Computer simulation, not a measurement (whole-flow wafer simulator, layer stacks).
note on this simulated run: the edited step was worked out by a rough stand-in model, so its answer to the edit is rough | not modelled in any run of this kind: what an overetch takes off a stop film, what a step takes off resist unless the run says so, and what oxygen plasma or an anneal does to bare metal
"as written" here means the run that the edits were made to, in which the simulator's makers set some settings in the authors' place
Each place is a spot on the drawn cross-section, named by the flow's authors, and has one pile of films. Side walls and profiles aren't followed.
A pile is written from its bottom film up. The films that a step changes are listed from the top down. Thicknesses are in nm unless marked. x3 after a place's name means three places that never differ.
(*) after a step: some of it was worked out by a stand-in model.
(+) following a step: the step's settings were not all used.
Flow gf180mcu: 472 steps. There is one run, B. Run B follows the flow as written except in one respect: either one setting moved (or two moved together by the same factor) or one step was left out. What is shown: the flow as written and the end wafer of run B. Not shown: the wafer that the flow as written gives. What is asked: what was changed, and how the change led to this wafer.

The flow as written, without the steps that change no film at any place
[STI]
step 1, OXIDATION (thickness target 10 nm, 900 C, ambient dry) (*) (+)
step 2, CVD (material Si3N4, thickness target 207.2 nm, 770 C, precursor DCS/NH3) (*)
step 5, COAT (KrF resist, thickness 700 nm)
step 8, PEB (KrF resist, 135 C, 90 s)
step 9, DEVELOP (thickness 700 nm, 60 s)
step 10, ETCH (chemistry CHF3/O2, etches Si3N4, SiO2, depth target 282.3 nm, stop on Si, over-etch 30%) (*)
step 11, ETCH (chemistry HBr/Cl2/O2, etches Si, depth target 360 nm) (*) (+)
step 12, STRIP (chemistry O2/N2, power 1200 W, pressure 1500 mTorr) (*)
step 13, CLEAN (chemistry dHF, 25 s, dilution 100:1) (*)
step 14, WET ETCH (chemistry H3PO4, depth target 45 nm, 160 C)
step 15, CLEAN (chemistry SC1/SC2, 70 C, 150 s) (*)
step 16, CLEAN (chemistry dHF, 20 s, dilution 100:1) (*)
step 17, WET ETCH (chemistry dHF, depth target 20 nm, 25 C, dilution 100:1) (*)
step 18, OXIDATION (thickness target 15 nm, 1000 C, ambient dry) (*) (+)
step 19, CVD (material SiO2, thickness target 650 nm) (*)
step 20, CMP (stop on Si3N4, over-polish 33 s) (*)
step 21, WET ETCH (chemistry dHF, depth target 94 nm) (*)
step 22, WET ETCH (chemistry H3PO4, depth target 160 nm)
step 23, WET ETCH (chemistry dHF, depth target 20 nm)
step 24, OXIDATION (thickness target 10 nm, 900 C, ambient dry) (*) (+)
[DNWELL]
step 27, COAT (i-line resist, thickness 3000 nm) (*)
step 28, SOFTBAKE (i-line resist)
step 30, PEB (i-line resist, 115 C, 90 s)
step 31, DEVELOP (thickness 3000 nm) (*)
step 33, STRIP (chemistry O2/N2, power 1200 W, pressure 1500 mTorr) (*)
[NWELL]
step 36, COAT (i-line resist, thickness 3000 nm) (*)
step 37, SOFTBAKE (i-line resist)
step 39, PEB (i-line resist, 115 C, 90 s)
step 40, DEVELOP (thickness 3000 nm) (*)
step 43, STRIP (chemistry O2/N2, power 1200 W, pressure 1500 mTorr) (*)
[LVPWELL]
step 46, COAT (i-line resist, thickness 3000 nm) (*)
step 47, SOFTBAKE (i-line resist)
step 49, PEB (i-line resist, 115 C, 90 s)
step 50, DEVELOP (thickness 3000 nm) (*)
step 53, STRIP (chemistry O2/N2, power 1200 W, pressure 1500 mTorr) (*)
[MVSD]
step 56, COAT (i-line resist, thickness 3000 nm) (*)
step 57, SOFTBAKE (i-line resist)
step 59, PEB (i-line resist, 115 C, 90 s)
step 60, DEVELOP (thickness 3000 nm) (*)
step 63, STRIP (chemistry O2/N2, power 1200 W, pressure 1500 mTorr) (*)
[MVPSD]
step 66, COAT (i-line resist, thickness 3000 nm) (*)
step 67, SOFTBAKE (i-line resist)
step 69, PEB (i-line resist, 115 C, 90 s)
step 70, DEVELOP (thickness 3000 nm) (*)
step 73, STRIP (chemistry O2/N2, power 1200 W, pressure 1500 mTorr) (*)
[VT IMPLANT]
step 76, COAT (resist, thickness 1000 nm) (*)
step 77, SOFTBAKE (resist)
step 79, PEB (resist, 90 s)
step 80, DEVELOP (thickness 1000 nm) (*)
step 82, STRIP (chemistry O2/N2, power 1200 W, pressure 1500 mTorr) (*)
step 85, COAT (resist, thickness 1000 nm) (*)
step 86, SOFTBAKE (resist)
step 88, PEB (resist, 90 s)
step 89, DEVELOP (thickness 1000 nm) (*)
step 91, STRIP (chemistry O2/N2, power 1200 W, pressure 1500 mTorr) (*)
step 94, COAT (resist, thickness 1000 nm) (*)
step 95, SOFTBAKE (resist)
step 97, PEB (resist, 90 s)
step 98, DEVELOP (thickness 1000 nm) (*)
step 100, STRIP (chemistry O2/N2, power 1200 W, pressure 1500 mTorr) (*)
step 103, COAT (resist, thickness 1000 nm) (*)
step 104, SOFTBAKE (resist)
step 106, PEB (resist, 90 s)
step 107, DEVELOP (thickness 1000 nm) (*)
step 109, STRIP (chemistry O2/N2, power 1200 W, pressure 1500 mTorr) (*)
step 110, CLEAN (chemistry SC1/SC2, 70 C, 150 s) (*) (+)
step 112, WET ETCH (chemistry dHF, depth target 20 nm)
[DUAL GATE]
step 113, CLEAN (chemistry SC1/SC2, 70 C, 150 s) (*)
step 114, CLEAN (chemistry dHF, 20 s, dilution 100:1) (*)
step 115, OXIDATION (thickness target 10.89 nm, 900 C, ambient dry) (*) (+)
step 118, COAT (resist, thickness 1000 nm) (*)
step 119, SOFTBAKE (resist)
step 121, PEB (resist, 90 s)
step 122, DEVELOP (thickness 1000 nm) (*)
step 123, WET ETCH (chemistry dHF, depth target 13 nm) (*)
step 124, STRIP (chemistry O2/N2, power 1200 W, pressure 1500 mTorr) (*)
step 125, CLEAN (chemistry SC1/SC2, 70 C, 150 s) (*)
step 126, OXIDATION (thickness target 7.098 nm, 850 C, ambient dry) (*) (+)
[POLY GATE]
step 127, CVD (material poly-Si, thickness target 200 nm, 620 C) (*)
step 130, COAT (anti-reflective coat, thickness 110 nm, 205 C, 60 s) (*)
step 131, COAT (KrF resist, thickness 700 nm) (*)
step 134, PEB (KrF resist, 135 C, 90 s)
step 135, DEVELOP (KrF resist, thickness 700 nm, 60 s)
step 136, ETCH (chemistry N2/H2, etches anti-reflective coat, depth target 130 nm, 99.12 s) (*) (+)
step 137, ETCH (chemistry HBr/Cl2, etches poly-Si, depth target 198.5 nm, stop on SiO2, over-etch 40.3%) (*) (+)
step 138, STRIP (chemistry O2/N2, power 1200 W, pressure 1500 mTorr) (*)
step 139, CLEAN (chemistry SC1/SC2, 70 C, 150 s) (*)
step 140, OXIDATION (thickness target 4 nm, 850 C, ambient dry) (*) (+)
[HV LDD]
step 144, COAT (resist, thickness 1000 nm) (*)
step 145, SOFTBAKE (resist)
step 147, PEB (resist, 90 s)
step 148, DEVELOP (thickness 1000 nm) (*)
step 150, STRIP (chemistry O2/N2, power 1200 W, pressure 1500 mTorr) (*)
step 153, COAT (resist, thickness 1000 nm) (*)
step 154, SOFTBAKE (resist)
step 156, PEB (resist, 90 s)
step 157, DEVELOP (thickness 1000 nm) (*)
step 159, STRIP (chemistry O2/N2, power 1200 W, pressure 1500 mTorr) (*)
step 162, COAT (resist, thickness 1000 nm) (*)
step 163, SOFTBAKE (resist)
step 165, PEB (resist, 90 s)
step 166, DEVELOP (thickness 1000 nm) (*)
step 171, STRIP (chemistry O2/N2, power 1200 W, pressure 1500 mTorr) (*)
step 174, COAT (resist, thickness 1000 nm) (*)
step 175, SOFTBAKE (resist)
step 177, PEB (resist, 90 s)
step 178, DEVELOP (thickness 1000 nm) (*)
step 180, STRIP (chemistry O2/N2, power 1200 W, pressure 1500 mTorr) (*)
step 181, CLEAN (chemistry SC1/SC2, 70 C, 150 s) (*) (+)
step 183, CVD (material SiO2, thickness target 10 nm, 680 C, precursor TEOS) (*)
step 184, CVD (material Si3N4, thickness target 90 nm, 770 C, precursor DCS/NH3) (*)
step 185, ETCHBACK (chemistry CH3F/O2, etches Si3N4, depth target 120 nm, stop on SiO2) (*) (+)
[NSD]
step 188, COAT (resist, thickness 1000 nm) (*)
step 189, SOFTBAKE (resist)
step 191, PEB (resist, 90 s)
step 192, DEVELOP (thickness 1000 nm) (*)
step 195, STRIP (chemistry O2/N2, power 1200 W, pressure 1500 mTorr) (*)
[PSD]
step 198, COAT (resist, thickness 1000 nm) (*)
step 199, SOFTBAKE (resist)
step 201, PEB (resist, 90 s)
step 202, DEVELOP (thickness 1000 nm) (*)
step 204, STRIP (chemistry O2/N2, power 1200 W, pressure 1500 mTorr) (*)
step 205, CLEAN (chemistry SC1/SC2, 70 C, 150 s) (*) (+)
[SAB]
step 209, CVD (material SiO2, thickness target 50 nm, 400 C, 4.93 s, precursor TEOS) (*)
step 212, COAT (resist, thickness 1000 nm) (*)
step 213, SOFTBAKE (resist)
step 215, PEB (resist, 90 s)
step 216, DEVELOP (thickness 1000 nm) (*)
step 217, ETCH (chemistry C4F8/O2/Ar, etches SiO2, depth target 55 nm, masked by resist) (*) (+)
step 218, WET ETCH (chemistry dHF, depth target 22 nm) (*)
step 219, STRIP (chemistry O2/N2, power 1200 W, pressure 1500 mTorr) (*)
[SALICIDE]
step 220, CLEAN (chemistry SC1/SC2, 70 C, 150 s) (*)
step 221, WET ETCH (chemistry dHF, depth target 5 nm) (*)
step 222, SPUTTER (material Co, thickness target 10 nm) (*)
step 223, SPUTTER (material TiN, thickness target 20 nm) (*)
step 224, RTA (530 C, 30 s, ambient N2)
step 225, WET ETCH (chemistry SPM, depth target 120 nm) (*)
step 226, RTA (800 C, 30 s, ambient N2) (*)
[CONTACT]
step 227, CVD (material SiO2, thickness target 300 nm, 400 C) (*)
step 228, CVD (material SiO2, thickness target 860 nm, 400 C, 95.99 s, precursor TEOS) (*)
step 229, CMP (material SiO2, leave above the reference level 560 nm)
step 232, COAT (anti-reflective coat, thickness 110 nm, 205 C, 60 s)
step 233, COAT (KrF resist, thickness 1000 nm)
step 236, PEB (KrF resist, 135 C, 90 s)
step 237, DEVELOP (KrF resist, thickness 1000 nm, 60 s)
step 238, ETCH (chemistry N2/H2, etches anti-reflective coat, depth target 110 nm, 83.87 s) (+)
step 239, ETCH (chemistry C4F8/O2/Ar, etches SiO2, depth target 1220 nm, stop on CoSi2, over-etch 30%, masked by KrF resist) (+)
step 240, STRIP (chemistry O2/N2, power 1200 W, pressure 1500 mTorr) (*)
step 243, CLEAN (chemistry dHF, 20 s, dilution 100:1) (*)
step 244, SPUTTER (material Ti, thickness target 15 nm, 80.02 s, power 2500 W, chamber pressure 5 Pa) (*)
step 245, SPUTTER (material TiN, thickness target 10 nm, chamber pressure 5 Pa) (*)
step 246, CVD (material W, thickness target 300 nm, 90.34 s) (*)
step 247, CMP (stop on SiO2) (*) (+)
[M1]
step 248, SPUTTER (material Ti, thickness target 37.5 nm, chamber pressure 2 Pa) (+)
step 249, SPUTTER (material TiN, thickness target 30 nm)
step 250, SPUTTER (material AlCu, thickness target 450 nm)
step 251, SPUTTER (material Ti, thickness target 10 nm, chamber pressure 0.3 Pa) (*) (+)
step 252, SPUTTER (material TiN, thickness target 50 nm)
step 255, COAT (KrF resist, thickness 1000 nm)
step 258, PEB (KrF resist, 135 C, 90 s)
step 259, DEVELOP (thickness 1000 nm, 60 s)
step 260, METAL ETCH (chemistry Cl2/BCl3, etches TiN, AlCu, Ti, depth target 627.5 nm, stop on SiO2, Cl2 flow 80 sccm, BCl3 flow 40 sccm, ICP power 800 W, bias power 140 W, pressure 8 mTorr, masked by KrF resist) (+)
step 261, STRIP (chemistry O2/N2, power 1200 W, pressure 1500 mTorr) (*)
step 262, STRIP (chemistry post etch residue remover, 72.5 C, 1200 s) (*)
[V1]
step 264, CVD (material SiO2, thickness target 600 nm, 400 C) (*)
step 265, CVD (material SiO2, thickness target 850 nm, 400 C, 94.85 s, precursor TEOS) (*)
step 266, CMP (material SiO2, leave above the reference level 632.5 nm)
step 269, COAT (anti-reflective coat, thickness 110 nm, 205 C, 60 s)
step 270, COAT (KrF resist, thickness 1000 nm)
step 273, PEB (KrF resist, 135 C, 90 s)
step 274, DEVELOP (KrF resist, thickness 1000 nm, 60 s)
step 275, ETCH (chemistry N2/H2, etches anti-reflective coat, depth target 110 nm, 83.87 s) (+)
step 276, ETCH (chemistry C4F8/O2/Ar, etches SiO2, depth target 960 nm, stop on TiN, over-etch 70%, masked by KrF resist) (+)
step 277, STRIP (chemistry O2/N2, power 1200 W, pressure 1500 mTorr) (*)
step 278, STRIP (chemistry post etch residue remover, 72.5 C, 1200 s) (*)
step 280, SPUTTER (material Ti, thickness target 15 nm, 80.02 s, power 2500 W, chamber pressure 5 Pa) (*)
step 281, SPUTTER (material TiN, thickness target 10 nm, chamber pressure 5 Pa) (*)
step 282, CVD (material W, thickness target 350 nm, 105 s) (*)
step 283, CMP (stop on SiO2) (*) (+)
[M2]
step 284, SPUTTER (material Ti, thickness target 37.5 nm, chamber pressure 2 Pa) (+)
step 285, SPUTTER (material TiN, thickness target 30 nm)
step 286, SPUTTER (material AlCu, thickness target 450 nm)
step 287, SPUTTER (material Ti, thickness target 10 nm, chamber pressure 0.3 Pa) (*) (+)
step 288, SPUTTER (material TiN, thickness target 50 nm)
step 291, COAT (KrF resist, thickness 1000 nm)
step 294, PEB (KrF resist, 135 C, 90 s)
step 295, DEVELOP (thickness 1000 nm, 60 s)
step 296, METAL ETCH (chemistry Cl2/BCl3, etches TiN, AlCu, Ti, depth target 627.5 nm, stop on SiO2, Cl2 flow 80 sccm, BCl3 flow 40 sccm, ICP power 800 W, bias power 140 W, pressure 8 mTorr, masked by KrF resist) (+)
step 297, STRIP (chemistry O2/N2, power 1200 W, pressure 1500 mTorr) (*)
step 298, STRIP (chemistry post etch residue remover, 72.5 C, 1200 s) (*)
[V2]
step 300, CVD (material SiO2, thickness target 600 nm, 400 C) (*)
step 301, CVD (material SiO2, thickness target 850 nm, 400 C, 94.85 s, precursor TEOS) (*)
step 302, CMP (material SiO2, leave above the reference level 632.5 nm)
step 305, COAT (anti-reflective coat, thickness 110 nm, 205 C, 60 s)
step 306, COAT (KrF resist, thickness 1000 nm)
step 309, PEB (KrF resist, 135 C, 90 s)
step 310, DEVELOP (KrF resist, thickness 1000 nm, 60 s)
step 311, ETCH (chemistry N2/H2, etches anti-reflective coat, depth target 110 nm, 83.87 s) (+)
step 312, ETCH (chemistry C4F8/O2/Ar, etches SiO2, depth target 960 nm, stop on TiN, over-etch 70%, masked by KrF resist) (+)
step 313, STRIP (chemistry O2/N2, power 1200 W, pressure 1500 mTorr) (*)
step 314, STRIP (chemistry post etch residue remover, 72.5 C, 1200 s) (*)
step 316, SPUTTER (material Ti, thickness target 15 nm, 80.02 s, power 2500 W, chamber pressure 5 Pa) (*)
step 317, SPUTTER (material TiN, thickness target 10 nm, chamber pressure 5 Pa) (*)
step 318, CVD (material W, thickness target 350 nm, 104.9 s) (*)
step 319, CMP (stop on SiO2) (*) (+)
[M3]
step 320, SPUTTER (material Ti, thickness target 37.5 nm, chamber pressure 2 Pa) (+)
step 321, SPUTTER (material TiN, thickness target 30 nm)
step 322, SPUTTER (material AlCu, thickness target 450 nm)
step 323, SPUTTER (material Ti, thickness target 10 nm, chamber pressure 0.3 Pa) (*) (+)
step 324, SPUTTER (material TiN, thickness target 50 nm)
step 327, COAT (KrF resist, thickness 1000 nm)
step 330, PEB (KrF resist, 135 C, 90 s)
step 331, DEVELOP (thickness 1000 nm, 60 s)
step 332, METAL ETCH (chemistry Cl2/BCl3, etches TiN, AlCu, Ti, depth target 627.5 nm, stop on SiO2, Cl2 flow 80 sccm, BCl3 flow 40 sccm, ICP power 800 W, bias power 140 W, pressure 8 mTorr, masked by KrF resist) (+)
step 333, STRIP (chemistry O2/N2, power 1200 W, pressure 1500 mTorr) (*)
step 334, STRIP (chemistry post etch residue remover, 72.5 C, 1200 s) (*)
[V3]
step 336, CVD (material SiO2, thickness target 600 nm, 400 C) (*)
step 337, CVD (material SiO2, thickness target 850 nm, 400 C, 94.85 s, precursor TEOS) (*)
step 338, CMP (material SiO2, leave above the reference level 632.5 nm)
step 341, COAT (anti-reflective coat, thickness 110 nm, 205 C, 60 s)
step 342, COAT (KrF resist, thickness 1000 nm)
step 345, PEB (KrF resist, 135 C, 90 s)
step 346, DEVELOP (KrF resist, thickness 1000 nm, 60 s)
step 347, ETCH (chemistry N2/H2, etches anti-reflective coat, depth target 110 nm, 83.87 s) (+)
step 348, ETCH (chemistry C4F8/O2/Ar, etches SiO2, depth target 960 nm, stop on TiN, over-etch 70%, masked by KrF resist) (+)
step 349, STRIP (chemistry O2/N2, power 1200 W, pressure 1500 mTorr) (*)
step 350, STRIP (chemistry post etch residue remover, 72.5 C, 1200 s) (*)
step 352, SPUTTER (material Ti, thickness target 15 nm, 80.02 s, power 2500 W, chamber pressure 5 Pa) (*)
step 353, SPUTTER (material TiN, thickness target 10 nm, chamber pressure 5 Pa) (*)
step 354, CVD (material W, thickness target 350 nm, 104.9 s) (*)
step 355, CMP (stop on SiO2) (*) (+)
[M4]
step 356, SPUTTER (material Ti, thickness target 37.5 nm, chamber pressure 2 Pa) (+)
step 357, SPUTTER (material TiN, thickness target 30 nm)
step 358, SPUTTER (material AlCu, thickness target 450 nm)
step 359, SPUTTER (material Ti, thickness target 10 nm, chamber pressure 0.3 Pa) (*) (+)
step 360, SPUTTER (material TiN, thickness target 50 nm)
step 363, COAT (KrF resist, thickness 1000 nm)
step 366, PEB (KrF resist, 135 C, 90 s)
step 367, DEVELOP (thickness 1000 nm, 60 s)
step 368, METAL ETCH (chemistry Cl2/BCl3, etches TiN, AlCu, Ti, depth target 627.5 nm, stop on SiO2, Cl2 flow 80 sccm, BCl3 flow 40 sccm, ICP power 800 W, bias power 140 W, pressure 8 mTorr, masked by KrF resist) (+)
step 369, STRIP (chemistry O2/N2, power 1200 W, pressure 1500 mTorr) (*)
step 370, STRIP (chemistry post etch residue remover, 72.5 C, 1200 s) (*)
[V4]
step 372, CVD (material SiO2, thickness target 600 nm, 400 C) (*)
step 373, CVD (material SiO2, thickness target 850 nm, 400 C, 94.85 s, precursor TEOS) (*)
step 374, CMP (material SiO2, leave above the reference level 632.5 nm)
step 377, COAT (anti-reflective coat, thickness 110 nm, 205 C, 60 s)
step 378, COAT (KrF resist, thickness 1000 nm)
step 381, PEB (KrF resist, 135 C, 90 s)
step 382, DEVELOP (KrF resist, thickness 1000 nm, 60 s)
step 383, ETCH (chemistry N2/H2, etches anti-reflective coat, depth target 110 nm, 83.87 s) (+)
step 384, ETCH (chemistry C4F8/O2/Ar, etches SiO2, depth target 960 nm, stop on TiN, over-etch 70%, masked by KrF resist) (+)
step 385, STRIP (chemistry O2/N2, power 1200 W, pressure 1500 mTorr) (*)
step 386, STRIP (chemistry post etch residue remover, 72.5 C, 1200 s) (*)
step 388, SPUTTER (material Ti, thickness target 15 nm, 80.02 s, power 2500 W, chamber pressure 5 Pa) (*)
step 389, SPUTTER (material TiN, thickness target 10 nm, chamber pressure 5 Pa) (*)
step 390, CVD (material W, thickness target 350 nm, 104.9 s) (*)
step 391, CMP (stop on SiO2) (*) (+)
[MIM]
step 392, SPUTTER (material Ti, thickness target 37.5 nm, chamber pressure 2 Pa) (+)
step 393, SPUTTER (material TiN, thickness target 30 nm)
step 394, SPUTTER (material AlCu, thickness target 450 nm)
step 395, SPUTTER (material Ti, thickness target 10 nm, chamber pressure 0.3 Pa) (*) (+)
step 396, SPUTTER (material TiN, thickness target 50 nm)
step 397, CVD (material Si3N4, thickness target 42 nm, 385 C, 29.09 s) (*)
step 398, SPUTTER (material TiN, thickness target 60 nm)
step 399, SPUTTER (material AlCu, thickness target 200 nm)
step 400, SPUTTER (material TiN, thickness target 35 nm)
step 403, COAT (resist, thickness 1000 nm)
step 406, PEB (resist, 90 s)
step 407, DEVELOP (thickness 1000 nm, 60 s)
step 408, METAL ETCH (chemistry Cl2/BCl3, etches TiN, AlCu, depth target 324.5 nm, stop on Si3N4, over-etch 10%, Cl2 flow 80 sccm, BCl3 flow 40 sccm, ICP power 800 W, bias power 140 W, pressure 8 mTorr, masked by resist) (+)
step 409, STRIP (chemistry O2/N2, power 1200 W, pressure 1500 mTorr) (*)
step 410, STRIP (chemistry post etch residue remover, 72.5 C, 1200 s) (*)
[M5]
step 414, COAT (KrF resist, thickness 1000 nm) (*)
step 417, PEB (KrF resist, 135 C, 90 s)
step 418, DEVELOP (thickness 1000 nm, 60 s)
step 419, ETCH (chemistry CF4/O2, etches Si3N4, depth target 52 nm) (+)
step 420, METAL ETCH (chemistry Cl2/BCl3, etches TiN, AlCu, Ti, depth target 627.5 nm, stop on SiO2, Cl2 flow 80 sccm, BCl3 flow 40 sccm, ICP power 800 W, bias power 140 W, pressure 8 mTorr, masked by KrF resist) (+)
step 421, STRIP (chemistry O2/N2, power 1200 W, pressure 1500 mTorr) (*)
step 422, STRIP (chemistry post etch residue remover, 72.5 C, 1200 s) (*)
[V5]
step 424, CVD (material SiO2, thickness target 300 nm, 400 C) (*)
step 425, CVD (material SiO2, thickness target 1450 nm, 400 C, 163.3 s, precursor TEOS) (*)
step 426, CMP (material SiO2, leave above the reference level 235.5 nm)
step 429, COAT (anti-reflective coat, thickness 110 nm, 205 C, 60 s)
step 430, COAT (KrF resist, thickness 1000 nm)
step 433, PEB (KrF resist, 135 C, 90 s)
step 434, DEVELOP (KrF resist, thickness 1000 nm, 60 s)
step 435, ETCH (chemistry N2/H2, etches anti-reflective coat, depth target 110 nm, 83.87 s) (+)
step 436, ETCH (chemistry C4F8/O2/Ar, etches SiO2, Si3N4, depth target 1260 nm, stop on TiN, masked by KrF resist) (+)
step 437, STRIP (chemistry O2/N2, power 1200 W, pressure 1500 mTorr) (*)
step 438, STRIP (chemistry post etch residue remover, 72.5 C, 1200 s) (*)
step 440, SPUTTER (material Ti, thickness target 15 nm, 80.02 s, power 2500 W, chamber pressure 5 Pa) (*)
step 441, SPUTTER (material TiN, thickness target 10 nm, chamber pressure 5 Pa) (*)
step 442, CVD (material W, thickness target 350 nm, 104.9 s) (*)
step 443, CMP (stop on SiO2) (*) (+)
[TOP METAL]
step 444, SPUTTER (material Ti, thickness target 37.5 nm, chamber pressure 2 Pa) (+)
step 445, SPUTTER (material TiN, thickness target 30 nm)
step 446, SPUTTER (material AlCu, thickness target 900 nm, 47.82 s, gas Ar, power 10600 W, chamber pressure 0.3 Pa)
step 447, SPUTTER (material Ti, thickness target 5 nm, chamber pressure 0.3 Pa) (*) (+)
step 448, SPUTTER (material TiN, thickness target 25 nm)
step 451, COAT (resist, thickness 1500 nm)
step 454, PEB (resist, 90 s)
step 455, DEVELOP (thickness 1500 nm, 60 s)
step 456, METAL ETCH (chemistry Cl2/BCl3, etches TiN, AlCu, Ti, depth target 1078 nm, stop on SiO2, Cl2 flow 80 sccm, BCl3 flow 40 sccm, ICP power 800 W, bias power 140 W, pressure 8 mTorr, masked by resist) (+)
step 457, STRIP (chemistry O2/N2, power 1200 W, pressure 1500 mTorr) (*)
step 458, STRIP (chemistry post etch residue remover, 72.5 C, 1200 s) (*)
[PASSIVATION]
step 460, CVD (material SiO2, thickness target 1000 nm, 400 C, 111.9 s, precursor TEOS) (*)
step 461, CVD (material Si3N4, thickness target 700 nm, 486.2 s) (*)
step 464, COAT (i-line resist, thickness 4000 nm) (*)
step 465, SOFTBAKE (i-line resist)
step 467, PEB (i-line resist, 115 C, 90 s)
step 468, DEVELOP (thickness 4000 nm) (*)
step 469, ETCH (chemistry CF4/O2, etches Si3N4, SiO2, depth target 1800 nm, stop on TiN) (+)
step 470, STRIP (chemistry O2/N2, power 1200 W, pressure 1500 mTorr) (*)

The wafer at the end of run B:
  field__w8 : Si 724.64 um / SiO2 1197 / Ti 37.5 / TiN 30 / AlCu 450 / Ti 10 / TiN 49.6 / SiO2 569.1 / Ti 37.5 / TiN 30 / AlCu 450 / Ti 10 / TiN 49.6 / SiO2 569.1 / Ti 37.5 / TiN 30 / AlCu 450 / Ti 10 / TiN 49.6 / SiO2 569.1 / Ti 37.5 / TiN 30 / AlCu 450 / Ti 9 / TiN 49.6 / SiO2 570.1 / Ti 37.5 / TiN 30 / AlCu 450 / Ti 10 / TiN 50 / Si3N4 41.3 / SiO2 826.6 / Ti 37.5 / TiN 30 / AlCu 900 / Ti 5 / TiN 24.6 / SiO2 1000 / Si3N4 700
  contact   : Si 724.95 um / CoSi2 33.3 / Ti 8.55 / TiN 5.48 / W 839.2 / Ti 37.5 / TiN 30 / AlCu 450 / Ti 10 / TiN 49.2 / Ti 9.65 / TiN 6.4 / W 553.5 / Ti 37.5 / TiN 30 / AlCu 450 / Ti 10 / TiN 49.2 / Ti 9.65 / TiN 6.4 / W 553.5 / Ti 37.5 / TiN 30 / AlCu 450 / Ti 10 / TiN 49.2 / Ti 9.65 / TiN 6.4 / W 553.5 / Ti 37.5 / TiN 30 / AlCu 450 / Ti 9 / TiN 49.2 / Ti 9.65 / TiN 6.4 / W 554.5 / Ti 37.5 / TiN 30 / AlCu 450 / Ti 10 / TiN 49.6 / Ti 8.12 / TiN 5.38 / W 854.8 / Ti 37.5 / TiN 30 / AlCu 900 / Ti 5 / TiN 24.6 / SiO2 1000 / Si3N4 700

The reason: step 359, SPUTTER: thickness target 9 nm was run, though the flow has thickness target 10 nm.
One can read it off the wafer: field__w8 has Ti 9, and step 359 as written asks for 10 nm.

The path from the change to this, step by step:
  step 359, SPUTTER (material Ti, thickness target 10 nm, chamber pressure 0.3 Pa) (*) (+)
      field, field__w1, field__w2 and 108 more: +9 Ti (new film) (it would be, as written: +10 Ti (new film))
  step 368, METAL ETCH (chemistry Cl2/BCl3, etches TiN, AlCu, Ti, depth target 627.5 nm, stop on SiO2, Cl2 flow 80 sccm, BCl3 flow 40 sccm, ICP power 800 W, bias power 140 W, pressure 8 mTorr, masked by KrF resist) (+)
      field, field__w1, field__w2 and 103 more: -50 TiN (all of it), -9 Ti (all of it), -450 AlCu (all of it), -30 TiN (all of it), -37.5 Ti (all of it) (it would be, as written: -50 TiN (all of it), -10 Ti (all of it), -450 AlCu (all of it), -30 TiN (all of it), -37.5 Ti (all of it))
